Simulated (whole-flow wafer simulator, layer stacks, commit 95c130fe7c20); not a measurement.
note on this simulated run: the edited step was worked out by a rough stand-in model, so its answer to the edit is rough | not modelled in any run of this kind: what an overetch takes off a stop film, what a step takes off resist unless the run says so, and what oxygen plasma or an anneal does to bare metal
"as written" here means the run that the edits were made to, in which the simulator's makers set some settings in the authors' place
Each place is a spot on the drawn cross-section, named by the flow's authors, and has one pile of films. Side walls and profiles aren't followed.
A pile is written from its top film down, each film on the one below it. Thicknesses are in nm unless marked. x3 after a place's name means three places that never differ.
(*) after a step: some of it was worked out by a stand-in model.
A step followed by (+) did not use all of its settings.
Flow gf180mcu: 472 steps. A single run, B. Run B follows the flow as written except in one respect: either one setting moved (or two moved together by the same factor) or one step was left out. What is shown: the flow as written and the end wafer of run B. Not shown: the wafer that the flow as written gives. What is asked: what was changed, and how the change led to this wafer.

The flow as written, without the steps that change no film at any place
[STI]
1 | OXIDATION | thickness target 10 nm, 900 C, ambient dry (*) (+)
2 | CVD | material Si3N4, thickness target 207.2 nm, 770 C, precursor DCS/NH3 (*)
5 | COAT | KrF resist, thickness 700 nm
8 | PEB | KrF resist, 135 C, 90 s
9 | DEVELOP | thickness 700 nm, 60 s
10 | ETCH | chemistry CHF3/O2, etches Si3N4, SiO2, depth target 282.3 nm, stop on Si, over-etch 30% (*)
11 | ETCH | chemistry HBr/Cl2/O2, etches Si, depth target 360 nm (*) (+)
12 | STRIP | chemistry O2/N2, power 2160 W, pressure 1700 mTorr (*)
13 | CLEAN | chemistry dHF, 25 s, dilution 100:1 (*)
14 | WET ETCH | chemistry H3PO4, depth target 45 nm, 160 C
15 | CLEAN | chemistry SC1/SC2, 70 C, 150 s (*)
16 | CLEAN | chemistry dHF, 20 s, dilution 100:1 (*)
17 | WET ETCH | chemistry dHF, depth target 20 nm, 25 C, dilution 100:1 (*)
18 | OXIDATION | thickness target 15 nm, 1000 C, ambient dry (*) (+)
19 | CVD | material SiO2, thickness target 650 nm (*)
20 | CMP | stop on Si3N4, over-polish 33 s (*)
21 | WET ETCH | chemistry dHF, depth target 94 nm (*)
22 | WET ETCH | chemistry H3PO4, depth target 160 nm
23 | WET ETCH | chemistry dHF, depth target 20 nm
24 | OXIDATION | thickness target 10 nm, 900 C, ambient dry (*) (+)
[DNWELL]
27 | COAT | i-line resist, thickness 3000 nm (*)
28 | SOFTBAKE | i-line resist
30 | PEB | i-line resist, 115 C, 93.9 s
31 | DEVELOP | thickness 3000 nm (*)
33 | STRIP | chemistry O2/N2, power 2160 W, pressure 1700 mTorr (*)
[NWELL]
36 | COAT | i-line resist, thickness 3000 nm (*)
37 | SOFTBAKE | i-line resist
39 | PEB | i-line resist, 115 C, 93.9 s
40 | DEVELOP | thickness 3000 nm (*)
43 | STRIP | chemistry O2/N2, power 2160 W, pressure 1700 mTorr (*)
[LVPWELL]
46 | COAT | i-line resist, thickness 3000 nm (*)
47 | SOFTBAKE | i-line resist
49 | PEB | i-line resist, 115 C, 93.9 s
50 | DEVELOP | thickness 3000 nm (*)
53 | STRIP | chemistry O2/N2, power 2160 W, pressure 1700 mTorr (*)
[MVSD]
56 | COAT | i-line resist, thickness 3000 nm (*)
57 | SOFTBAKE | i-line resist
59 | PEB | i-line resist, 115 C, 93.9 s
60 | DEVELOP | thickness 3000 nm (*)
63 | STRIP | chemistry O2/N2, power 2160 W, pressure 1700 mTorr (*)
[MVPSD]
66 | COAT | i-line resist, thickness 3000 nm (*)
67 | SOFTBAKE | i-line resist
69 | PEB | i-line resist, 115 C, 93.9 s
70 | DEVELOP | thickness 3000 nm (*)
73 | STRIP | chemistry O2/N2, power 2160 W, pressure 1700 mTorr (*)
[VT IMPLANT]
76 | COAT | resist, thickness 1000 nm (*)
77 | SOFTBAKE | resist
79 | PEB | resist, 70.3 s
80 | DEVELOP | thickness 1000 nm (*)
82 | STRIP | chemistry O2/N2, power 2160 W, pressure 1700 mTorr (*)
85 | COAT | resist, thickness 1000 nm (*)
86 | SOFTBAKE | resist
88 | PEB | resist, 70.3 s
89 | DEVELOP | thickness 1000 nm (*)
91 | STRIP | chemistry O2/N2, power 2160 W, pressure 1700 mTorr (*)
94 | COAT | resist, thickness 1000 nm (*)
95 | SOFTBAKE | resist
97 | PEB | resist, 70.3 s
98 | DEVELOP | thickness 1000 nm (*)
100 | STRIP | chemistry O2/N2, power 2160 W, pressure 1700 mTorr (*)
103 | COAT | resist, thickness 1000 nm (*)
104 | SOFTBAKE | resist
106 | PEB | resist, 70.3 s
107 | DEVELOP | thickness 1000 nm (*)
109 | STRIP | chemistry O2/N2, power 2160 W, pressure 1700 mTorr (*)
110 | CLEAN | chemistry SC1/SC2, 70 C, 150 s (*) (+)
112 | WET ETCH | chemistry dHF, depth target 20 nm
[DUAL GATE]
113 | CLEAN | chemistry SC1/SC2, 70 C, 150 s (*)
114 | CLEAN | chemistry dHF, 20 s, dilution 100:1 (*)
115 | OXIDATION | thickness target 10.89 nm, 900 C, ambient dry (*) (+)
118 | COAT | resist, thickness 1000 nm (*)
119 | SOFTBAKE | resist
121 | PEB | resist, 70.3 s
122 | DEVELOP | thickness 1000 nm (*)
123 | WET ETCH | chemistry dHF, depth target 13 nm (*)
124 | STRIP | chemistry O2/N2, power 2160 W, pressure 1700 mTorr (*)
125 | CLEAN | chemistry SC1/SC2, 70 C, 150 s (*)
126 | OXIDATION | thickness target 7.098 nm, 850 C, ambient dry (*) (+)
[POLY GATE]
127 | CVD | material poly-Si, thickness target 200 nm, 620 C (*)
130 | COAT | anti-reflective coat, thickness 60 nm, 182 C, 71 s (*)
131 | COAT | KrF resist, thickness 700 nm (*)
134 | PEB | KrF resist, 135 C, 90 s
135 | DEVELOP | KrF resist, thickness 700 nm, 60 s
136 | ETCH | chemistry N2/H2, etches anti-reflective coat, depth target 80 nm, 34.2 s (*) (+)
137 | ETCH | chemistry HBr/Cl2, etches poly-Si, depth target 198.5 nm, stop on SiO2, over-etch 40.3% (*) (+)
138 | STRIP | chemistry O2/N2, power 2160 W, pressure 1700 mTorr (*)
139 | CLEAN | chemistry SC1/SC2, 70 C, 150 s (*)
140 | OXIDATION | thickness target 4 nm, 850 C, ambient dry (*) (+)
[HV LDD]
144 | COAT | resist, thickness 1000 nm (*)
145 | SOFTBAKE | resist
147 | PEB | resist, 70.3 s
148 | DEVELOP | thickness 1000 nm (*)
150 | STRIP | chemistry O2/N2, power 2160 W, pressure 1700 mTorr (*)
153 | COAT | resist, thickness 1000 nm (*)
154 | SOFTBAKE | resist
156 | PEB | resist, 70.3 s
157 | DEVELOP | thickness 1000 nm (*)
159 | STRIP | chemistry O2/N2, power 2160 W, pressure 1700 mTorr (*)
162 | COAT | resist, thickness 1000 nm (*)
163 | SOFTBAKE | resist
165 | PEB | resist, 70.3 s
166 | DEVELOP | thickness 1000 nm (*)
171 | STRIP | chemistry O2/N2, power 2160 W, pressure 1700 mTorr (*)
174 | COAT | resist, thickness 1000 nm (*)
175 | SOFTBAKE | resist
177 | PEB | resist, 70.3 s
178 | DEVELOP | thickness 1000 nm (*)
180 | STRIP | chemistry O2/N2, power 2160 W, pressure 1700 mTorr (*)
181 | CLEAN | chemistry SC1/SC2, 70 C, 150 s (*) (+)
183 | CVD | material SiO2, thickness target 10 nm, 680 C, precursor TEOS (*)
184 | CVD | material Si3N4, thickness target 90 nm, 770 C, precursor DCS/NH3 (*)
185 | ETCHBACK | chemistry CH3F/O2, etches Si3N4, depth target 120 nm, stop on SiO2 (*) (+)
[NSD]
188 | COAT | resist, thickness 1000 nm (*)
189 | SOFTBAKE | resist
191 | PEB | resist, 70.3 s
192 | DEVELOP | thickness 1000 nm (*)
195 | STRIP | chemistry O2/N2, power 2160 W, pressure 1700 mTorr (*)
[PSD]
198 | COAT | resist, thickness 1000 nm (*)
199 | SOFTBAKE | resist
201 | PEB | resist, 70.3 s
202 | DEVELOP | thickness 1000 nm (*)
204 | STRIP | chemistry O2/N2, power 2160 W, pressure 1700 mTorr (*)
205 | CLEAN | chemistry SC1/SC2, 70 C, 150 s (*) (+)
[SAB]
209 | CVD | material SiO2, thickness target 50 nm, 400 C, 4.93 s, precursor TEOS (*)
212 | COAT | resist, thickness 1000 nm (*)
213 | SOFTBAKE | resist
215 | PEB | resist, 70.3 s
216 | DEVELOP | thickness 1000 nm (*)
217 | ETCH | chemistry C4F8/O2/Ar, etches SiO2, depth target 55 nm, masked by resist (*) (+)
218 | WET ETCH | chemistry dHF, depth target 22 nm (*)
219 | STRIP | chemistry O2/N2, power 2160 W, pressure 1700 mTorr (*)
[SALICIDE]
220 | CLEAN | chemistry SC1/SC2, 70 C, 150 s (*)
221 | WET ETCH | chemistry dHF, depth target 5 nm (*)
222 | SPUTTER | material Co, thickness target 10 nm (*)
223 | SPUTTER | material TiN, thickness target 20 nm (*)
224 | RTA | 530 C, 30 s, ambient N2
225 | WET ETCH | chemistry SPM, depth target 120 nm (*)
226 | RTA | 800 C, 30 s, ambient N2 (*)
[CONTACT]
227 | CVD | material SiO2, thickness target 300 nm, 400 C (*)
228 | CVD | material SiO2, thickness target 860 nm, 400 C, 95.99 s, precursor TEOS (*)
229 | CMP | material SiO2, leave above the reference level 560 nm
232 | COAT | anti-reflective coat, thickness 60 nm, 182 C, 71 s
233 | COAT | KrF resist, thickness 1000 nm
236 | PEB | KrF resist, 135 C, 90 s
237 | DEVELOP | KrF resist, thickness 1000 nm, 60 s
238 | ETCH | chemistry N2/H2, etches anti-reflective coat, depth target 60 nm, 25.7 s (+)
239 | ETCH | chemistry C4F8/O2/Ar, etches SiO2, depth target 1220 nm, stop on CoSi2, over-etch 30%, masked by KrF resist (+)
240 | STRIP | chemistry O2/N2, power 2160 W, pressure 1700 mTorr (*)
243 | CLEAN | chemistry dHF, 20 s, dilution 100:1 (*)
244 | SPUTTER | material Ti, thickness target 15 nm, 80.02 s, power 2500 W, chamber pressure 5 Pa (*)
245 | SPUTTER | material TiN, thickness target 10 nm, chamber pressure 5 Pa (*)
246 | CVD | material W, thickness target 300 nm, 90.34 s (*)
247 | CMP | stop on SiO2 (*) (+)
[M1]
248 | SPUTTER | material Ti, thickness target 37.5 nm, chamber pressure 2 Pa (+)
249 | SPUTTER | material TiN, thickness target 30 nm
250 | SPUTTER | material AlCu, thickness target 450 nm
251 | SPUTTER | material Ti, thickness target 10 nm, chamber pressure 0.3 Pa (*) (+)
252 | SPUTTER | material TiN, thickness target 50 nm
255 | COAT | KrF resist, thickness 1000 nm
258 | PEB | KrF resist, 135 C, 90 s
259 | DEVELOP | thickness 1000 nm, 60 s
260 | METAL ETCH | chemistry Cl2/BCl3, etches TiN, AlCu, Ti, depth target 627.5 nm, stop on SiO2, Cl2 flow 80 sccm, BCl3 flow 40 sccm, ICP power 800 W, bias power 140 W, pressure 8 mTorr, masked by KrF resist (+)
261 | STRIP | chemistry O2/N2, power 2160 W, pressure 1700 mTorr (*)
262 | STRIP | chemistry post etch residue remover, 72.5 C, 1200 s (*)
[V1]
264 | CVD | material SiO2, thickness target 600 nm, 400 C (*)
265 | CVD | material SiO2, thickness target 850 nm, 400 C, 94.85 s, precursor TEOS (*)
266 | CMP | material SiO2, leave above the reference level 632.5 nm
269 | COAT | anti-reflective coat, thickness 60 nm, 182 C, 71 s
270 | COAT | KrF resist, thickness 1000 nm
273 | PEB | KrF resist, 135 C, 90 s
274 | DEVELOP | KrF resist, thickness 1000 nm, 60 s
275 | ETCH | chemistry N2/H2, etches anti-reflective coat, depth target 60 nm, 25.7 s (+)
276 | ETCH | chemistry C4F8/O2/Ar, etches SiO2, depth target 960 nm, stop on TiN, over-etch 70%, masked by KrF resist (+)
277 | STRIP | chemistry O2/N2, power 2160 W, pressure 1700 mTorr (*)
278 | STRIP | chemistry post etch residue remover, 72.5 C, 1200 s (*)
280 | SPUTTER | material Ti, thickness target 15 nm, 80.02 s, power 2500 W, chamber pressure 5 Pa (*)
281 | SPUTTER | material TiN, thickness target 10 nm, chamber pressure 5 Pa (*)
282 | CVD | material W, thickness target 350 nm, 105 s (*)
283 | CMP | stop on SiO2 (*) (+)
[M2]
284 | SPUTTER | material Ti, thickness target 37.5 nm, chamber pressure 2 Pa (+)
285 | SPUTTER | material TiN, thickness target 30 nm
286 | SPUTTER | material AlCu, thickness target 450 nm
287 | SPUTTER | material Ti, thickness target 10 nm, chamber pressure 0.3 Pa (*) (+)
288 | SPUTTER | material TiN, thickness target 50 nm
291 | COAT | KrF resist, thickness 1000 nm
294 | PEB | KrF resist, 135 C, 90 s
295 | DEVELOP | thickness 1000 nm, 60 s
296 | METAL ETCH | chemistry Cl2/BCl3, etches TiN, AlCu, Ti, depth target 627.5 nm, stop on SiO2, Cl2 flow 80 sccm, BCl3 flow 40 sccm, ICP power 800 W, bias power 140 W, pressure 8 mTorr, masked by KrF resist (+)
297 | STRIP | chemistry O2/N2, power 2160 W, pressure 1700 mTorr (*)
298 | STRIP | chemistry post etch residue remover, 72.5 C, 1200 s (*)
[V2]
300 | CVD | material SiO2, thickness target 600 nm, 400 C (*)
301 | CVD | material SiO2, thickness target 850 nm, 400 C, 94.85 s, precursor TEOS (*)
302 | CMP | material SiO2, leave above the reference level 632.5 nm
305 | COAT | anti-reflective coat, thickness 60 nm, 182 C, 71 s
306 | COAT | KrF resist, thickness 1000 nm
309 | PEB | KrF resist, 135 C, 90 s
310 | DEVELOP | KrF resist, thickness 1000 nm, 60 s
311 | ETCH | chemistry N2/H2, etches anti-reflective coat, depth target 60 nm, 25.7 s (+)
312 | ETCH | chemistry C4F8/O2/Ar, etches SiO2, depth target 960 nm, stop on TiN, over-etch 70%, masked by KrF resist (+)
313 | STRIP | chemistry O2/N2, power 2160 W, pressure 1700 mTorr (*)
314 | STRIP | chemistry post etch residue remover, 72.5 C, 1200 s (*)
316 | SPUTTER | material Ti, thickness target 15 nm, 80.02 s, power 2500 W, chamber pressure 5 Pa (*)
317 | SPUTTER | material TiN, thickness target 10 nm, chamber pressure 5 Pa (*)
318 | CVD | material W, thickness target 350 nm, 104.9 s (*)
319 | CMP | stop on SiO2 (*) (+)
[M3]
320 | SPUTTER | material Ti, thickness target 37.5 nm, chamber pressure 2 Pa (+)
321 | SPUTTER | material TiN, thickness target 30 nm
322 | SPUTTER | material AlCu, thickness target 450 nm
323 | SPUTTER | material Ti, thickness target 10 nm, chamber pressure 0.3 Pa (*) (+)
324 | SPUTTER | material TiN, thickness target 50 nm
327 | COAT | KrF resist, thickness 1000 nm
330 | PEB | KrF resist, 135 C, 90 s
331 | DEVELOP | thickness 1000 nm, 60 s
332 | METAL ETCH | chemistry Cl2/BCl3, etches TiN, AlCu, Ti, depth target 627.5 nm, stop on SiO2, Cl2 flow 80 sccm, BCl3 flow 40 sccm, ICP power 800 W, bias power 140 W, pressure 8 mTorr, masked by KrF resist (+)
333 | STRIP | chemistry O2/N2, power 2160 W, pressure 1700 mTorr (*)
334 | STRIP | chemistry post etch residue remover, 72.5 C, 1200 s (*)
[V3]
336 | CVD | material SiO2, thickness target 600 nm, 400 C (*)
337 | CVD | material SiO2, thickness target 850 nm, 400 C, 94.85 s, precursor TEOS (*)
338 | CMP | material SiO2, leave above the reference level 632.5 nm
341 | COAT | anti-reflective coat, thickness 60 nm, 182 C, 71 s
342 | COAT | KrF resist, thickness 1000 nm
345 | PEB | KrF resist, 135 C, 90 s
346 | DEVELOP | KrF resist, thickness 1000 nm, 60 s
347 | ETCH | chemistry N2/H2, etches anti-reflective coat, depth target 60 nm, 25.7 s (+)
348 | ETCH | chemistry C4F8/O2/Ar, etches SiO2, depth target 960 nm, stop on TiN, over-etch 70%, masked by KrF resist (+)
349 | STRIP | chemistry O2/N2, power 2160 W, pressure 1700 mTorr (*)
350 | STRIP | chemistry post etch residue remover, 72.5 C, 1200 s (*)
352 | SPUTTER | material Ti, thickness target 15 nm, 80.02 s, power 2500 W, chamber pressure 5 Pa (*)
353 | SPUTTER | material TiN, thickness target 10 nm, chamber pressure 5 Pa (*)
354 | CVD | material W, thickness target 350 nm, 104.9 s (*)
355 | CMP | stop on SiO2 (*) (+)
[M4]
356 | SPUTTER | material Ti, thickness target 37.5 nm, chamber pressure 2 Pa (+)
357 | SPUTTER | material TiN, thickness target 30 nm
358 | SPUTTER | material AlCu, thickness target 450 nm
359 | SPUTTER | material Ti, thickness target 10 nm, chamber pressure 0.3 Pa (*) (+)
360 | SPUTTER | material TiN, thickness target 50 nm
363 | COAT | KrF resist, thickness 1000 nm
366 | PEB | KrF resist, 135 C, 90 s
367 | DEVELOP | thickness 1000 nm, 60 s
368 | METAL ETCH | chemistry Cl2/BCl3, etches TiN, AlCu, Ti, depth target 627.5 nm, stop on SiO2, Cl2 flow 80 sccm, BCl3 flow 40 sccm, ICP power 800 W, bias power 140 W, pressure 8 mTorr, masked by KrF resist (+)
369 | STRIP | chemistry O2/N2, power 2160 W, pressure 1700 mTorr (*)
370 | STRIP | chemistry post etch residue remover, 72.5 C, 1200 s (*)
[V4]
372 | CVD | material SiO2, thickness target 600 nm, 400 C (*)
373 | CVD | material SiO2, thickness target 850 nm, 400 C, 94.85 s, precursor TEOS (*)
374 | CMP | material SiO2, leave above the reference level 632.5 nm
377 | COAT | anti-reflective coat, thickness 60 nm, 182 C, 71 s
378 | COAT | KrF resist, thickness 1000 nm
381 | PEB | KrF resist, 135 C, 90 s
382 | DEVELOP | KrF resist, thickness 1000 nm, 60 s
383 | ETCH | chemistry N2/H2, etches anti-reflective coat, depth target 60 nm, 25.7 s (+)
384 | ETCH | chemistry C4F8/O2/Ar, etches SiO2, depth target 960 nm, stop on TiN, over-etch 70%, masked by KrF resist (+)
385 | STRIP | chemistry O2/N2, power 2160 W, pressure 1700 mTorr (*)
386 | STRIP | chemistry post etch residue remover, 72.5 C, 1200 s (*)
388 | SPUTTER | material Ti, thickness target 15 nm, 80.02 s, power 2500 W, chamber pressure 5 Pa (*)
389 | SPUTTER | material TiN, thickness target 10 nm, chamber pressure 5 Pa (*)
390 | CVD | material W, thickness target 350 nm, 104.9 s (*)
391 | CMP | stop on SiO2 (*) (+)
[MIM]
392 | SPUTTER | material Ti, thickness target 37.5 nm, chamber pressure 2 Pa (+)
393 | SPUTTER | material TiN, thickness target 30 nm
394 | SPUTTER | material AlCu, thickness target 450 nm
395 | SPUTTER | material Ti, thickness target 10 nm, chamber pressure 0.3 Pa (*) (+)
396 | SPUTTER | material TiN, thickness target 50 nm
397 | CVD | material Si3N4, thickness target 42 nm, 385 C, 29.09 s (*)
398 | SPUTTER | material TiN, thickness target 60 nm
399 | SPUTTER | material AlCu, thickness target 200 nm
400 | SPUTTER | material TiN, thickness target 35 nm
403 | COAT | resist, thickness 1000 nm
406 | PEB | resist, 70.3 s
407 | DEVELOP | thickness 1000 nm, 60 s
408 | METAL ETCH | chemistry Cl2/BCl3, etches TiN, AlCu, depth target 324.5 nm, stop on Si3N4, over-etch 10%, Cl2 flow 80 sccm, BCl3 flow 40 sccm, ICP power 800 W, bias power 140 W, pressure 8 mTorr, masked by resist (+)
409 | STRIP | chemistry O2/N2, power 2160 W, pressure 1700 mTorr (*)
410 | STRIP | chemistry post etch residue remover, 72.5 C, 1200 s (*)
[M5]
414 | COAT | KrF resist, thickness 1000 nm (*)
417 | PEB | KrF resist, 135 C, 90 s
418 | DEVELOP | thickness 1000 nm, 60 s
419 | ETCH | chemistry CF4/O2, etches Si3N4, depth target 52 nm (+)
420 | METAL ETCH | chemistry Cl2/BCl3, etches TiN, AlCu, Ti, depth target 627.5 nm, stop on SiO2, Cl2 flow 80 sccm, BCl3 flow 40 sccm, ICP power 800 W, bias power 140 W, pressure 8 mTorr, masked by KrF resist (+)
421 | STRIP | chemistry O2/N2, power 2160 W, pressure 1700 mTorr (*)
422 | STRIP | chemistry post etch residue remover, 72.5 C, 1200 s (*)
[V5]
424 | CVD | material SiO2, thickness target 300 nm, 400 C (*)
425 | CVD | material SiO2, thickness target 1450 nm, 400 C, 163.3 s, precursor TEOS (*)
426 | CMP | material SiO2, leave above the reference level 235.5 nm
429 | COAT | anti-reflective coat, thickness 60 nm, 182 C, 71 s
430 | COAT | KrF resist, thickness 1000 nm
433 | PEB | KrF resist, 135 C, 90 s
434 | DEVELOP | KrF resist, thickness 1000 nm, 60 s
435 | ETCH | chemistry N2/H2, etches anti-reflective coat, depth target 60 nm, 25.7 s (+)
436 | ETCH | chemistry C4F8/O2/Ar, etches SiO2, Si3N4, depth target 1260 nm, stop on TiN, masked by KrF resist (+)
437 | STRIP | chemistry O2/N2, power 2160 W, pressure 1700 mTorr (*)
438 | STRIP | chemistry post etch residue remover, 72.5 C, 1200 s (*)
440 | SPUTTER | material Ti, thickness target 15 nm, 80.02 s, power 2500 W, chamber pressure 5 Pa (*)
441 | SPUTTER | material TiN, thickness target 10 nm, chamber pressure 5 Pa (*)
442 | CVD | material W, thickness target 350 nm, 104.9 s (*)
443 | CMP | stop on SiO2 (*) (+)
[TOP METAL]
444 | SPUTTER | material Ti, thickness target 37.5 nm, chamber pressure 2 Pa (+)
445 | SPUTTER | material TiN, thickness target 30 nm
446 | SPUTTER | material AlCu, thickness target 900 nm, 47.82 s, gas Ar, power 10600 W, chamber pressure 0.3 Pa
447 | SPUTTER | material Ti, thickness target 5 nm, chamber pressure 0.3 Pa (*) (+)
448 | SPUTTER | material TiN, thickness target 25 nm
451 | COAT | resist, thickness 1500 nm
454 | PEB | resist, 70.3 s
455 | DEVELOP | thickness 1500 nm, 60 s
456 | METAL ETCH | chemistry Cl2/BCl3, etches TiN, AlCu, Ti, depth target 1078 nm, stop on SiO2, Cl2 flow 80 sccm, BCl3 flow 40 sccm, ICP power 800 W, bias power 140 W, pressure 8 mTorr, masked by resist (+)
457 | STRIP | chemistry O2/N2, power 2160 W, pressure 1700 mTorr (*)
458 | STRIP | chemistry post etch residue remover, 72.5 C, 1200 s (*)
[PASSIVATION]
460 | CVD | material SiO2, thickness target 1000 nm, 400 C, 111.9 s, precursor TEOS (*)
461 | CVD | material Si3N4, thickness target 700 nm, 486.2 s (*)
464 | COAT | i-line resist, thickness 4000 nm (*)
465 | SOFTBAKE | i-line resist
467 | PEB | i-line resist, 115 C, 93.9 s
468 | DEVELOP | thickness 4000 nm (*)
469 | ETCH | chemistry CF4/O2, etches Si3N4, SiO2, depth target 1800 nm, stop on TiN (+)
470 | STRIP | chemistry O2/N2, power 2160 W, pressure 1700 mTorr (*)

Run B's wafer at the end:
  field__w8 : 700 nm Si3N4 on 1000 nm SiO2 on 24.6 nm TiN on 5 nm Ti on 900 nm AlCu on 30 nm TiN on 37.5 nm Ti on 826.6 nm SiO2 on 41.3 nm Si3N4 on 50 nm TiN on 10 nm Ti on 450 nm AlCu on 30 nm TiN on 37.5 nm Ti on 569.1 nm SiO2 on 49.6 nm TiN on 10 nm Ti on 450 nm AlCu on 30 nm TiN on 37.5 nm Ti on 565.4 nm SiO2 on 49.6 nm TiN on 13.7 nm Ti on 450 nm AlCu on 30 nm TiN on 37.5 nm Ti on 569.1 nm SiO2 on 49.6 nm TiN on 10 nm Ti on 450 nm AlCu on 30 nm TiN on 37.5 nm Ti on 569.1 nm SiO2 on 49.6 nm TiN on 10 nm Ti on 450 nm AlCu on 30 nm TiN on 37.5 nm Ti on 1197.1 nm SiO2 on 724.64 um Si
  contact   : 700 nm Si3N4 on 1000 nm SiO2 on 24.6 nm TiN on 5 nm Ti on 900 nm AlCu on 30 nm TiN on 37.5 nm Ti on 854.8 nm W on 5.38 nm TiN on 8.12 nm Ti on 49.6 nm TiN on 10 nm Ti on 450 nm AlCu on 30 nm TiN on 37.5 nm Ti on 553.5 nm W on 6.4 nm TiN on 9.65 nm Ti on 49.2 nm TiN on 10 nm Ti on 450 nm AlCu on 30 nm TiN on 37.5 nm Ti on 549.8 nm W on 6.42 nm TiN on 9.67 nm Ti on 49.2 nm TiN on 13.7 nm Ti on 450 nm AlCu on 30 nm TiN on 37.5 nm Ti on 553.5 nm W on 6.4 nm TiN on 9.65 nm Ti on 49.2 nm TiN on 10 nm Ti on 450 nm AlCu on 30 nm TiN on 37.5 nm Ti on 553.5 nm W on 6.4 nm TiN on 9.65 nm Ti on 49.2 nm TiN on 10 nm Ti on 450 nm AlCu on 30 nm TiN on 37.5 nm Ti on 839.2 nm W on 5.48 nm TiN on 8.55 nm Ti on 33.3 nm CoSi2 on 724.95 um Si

What caused this: step 323, SPUTTER: thickness target 13.7 nm was run, whereas the flow has thickness target 10 nm.
One can read it off the wafer: field__w8 has Ti 13.7, and step 323 as written asks for 10 nm.

The path from the change to this, step by step:
  323 | SPUTTER | material Ti, thickness target 10 nm, chamber pressure 0.3 Pa (*) (+)
      field, field__w1, field__w2 and 108 more: Ti gains 13.7 (new film) (in the flow as written it would be: Ti gains 10 (new film))
  332 | METAL ETCH | chemistry Cl2/BCl3, etches TiN, AlCu, Ti, depth target 627.5 nm, stop on SiO2, Cl2 flow 80 sccm, BCl3 flow 40 sccm, ICP power 800 W, bias power 140 W, pressure 8 mTorr, masked by KrF resist (+)
      field, field__w1, field__w2 and 103 more: TiN loses 50 (all of it), Ti loses 13.7 (all of it), AlCu loses 450 (all of it), TiN loses 30 (all of it), Ti loses 37.5 (all of it) (in the flow as written it would be: TiN loses 50 (all of it), Ti loses 10 (all of it), AlCu loses 450 (all of it), TiN loses 30 (all of it), Ti loses 37.5 (all of it))
